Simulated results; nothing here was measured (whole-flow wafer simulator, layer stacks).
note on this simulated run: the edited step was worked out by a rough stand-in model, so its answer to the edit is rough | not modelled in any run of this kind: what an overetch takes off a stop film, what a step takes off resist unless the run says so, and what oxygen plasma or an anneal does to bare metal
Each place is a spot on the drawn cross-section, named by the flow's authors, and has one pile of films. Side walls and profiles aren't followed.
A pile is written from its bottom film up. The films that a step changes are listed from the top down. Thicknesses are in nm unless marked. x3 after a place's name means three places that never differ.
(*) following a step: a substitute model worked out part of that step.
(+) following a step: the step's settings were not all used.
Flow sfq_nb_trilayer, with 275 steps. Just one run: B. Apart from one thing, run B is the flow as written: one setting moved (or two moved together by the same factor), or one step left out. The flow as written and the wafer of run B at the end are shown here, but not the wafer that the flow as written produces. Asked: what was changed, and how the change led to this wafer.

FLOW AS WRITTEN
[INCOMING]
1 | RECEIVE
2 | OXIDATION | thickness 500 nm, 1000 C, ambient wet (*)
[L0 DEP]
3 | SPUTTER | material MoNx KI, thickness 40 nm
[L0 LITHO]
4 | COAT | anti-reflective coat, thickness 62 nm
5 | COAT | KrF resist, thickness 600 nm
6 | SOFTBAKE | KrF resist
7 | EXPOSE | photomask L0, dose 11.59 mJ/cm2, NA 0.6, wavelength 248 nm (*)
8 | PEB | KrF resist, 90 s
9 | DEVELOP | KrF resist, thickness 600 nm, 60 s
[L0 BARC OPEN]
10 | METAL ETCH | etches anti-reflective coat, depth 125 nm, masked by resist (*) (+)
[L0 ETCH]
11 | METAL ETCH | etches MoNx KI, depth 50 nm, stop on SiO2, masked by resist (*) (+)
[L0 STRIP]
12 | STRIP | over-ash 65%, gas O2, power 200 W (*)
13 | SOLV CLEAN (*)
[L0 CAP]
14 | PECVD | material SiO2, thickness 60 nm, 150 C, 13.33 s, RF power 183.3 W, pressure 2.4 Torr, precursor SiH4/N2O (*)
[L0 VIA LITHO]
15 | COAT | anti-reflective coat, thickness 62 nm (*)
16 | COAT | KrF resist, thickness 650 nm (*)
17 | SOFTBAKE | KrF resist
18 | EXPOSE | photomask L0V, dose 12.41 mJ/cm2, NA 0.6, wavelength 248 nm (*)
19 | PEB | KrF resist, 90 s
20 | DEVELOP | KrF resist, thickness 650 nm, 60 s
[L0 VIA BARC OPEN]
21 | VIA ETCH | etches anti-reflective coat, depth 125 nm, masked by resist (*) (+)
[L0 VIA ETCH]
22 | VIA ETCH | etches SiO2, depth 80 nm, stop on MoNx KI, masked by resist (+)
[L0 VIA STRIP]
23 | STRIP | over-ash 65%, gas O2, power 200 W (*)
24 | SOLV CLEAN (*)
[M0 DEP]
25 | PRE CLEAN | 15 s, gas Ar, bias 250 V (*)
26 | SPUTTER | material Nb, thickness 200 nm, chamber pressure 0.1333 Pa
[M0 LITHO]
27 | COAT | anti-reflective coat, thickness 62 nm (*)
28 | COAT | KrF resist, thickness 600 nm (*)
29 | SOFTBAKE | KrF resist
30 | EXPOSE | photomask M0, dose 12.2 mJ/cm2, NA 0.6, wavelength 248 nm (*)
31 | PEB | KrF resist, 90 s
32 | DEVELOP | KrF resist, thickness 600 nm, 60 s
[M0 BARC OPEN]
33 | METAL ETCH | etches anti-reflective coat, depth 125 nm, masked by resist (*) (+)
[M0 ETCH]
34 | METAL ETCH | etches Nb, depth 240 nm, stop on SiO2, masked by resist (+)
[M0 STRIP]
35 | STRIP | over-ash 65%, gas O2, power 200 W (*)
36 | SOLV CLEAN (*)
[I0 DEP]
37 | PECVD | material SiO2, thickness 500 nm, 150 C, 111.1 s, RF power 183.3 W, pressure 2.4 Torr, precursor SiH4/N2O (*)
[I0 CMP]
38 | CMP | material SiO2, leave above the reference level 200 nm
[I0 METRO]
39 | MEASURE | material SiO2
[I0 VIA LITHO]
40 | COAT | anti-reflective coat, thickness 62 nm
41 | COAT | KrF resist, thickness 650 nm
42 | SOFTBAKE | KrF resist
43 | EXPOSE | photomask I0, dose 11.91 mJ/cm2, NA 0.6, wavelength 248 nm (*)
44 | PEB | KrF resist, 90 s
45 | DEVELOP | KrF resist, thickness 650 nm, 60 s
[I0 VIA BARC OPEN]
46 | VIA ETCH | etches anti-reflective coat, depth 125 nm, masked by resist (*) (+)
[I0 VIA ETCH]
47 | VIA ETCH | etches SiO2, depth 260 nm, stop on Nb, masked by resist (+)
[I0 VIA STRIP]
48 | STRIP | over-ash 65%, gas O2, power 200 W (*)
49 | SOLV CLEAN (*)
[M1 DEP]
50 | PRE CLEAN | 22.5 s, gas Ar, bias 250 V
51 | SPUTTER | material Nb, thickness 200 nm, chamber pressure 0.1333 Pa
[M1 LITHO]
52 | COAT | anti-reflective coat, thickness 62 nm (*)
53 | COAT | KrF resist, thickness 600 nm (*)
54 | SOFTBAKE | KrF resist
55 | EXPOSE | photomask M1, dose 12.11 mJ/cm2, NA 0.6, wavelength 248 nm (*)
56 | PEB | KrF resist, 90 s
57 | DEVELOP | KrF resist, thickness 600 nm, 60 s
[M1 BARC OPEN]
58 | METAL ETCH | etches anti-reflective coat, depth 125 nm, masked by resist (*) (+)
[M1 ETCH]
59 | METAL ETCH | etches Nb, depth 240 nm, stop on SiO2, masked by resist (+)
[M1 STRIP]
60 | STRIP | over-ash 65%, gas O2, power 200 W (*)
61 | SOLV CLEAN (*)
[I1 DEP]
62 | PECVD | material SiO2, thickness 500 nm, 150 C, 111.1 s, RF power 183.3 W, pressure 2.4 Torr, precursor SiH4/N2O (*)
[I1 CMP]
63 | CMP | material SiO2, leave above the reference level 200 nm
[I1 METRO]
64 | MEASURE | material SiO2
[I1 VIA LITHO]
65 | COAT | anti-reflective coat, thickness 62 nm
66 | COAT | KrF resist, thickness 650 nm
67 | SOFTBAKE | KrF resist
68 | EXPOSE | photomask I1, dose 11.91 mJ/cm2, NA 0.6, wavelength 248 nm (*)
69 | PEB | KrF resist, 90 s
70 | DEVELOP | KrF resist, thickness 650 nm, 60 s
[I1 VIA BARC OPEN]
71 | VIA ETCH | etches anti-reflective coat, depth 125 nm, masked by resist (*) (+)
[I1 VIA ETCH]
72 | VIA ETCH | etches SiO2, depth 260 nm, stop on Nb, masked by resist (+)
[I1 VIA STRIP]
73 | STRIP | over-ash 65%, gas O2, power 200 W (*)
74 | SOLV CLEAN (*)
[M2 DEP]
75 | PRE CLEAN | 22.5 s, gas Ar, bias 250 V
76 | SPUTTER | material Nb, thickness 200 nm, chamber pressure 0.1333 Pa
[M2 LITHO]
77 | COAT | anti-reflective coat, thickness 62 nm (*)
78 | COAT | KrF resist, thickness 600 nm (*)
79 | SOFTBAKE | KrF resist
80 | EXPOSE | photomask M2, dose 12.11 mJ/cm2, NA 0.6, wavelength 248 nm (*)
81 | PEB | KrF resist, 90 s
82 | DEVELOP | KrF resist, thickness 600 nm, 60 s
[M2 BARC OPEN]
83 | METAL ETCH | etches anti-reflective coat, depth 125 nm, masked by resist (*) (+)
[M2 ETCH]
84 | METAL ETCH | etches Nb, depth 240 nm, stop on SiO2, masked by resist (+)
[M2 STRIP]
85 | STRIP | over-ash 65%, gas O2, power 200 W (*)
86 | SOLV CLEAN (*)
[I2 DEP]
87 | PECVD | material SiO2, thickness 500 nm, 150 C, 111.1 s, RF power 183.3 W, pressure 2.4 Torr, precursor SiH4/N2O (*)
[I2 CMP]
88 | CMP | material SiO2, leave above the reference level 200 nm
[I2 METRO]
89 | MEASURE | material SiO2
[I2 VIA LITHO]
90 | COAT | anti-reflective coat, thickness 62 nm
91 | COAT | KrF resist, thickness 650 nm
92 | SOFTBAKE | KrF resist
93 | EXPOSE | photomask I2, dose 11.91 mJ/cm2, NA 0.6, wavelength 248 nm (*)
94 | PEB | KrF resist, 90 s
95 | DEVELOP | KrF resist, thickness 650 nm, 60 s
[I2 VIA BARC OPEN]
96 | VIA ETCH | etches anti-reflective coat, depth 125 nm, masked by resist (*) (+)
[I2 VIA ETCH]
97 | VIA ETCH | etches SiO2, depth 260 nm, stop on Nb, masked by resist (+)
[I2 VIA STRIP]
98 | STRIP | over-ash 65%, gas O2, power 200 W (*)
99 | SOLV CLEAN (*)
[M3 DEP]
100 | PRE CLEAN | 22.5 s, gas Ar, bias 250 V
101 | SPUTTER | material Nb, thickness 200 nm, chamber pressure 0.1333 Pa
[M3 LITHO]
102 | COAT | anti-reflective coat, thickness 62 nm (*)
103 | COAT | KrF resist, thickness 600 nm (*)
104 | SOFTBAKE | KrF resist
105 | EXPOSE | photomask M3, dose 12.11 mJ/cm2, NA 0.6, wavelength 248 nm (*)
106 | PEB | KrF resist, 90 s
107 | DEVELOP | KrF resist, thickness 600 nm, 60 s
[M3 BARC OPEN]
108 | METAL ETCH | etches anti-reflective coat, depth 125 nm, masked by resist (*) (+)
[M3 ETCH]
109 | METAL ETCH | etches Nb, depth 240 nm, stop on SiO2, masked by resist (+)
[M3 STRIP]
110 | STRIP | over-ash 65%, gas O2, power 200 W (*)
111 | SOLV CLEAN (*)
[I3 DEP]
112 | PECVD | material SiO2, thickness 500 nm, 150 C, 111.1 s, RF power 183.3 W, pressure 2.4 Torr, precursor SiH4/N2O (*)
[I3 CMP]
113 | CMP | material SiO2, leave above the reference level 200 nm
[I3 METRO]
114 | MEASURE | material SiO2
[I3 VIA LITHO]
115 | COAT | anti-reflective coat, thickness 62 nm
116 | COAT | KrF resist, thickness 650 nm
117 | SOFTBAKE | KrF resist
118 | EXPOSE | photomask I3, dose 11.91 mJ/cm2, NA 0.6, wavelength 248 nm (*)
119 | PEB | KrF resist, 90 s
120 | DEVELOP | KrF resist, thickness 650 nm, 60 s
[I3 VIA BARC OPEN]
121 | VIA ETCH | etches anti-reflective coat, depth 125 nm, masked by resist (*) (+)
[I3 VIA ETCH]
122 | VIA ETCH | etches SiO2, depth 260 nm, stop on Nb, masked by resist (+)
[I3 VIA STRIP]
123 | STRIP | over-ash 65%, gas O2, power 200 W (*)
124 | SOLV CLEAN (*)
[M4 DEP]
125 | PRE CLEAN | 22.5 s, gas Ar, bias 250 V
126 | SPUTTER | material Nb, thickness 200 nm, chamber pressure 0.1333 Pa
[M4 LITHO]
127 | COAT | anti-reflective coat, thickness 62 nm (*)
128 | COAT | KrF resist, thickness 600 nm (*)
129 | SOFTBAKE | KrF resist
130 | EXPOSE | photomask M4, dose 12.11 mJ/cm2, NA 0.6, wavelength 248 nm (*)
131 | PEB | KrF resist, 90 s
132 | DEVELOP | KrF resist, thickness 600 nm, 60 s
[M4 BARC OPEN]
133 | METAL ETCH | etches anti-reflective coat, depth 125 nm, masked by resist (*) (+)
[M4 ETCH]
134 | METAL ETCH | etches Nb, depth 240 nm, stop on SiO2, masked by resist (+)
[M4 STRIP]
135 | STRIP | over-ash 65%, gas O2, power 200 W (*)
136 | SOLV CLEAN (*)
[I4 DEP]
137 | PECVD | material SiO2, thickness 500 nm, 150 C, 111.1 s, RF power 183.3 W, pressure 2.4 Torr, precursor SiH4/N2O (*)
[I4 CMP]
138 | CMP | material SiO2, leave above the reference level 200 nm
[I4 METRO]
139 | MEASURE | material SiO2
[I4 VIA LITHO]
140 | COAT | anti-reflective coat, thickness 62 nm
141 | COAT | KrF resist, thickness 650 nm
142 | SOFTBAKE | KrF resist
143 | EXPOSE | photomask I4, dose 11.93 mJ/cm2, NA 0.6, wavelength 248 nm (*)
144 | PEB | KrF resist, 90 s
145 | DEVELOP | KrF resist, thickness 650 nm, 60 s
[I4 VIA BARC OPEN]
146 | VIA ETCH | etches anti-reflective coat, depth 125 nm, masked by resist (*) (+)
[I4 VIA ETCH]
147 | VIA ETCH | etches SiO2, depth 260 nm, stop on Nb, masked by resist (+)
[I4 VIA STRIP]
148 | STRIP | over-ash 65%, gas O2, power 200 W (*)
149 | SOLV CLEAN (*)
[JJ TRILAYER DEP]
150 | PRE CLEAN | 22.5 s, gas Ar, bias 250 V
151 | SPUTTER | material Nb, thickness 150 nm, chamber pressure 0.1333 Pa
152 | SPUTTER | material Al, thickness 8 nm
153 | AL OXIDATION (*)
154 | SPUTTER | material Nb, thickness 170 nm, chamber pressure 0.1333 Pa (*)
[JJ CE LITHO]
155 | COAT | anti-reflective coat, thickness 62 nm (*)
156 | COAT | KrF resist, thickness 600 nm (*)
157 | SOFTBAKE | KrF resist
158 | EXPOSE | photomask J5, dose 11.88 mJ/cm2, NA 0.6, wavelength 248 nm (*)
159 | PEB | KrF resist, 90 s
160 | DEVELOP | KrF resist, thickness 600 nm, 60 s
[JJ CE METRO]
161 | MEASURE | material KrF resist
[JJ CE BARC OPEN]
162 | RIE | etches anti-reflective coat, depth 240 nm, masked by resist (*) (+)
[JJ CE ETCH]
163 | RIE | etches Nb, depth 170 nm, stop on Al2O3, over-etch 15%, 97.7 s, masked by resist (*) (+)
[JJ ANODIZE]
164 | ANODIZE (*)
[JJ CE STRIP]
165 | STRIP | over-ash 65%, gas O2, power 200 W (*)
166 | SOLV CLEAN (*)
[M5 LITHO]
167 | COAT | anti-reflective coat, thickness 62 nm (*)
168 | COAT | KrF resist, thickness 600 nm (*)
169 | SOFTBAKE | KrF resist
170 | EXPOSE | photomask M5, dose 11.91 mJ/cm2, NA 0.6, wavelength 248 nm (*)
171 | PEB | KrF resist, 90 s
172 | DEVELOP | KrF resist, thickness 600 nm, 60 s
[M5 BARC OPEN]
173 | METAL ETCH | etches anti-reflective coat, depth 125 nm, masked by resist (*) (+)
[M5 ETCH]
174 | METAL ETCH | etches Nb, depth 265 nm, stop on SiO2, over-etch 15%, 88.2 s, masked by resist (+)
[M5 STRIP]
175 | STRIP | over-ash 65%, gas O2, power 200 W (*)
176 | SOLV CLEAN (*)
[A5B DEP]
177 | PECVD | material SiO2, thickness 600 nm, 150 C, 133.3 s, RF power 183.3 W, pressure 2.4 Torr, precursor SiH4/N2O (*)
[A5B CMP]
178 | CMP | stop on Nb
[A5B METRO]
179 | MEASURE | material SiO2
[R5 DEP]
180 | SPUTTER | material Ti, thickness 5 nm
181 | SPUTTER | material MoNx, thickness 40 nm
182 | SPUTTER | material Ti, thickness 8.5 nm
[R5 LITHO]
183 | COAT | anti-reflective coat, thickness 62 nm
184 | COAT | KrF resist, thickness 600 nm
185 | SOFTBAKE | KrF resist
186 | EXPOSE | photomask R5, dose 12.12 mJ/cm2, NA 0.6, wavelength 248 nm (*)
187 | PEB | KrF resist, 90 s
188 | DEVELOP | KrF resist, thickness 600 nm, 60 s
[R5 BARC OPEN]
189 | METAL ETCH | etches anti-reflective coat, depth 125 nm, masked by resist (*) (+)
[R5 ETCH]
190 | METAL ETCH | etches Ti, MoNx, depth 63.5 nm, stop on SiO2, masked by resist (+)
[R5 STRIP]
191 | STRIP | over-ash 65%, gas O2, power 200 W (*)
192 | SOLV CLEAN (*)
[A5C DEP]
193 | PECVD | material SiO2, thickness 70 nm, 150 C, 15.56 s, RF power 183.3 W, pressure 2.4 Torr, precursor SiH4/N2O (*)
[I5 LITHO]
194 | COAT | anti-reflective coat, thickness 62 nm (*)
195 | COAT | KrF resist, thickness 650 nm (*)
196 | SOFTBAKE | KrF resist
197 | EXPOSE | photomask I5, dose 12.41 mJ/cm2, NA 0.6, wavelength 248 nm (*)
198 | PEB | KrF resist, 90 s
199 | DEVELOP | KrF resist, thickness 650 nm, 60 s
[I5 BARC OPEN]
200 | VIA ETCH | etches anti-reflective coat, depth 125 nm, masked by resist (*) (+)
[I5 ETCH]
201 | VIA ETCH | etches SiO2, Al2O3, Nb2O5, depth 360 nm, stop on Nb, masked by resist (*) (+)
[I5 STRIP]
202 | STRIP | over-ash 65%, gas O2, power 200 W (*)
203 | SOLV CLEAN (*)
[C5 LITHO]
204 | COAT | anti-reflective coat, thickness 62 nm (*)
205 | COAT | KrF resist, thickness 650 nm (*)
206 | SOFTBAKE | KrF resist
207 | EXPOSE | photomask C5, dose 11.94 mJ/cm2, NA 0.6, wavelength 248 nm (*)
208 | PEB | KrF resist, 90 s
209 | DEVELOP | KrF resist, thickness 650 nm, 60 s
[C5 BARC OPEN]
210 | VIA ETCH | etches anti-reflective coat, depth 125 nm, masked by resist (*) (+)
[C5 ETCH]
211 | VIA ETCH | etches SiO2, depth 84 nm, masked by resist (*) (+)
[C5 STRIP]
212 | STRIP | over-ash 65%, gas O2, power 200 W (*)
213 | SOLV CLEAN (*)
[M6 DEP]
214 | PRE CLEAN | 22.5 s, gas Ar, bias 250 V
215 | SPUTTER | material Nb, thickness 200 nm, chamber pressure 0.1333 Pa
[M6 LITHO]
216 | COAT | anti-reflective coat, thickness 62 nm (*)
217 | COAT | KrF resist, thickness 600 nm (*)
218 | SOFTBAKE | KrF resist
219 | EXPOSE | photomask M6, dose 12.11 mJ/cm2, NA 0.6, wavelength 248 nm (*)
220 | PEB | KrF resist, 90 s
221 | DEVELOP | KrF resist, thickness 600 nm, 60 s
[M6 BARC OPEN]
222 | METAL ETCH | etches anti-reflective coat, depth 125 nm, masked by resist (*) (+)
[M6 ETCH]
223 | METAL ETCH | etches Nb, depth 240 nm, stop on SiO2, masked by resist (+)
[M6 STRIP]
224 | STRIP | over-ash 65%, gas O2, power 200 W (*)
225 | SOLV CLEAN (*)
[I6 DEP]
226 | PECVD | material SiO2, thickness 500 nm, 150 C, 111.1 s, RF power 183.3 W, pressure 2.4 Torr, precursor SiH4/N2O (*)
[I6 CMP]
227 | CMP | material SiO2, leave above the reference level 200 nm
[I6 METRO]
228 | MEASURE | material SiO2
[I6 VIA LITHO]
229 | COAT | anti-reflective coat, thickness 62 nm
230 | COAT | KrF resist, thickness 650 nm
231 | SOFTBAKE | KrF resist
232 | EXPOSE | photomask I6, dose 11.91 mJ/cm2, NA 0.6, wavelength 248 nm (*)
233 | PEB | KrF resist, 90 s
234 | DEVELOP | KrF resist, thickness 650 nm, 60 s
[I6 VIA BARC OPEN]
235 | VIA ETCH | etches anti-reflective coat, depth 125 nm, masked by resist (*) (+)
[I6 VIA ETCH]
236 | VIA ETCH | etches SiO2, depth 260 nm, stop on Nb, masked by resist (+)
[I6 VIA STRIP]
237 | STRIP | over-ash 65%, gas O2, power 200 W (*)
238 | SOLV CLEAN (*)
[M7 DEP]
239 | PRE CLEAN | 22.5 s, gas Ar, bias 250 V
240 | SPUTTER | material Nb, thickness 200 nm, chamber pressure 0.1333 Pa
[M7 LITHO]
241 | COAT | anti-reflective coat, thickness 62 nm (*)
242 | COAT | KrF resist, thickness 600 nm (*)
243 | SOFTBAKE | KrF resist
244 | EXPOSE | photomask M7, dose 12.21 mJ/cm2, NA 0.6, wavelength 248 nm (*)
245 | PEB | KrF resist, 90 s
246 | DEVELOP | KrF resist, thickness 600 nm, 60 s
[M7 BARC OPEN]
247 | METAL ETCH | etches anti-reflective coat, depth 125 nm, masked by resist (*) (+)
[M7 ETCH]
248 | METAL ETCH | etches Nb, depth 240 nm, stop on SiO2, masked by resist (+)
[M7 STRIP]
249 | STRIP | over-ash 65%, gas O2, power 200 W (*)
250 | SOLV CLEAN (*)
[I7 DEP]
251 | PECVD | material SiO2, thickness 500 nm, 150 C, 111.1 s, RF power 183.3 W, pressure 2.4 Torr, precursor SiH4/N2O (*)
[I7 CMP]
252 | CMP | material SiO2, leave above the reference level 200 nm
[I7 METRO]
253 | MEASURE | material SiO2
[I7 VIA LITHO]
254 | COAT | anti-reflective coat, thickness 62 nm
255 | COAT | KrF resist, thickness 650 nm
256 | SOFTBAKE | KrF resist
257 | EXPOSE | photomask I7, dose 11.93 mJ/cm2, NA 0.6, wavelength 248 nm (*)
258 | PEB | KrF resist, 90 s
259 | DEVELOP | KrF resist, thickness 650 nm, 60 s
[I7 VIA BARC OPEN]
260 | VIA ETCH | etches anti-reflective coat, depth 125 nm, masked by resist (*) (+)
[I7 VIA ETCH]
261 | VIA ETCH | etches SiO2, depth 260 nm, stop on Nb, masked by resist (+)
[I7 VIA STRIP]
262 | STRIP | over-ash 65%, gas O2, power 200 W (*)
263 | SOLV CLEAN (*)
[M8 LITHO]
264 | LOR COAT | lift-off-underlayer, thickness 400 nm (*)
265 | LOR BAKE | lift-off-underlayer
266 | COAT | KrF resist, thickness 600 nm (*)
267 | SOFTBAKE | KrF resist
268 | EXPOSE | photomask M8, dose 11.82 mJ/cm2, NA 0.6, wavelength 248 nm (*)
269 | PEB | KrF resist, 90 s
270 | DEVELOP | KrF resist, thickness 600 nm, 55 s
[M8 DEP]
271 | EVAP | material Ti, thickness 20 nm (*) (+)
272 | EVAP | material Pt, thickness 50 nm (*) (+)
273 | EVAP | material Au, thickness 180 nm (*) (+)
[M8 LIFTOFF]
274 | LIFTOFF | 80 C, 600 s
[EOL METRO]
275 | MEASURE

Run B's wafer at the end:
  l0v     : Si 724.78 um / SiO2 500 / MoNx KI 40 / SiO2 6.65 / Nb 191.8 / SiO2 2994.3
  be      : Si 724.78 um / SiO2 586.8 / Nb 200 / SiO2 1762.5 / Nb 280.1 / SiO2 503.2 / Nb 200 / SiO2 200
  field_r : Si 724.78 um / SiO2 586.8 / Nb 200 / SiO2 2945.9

Cause: step 14, PECVD: thickness 91.8 nm was run, while the flow as written has thickness 60 nm; step 14, PECVD: 20.4 s was run, where the flow has 13.33 s.

How this came from the change, step by step:
  14 | PECVD | material SiO2, thickness 60 nm, 150 C, 13.33 s, RF power 183.3 W, pressure 2.4 Torr, precursor SiH4/N2O (*)
      v_sur, via_wl, via_w and 97 more: SiO2 gains 91.8 (it would be, as written: SiO2 gains 60)
      field_l, l0_sur, l0v, l0r_line_l, l0r_line_c, l0r_line_r: SiO2 gains 91.8 (new film) (it would be, as written: SiO2 gains 60 (new film))
  22 | VIA ETCH | etches SiO2, depth 80 nm, stop on MoNx KI, masked by resist (+)
      l0v: SiO2 loses 80 (it would be, as written: SiO2 loses 59.8 (all of it))
  25 | PRE CLEAN | 15 s, gas Ar, bias 250 V (*)
      l0v: SiO2 loses 5 (it would be, as written: MoNx KI loses 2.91)
  27 | COAT | anti-reflective coat, thickness 62 nm (*)
      l0_sur: anti-reflective coat gains 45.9 (new film) (it would be, as written: anti-reflective coat gains 47.5 (new film))
      l0v: anti-reflective coat gains 83.5 (new film) (it would be, as written: anti-reflective coat gains 78 (new film))
  28 | COAT | KrF resist, thickness 600 nm (*)
      l0v: KrF resist gains 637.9 (new film) (it would be, as written: KrF resist gains 622.9 (new film))
  35 | STRIP | over-ash 65%, gas O2, power 200 W (*)
      l0_sur: KrF resist loses 369.6 (all of it), anti-reflective coat loses 45.9 (all of it) (it would be, as written: KrF resist loses 372 (all of it), anti-reflective coat loses 47.5 (all of it))
      l0v: KrF resist loses 420.2 (all of it), anti-reflective coat loses 83.5 (all of it) (it would be, as written: KrF resist loses 405.3 (all of it), anti-reflective coat loses 78 (all of it))
  38 | CMP | material SiO2, leave above the reference level 200 nm
      l0v: SiO2 loses 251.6 (it would be, as written: SiO2 loses 277.8)
With metal films that touch counted as one body, l0v has 2 bodies (between them, from the top down: SiO2 6.65); the flow as written gives 1 body.
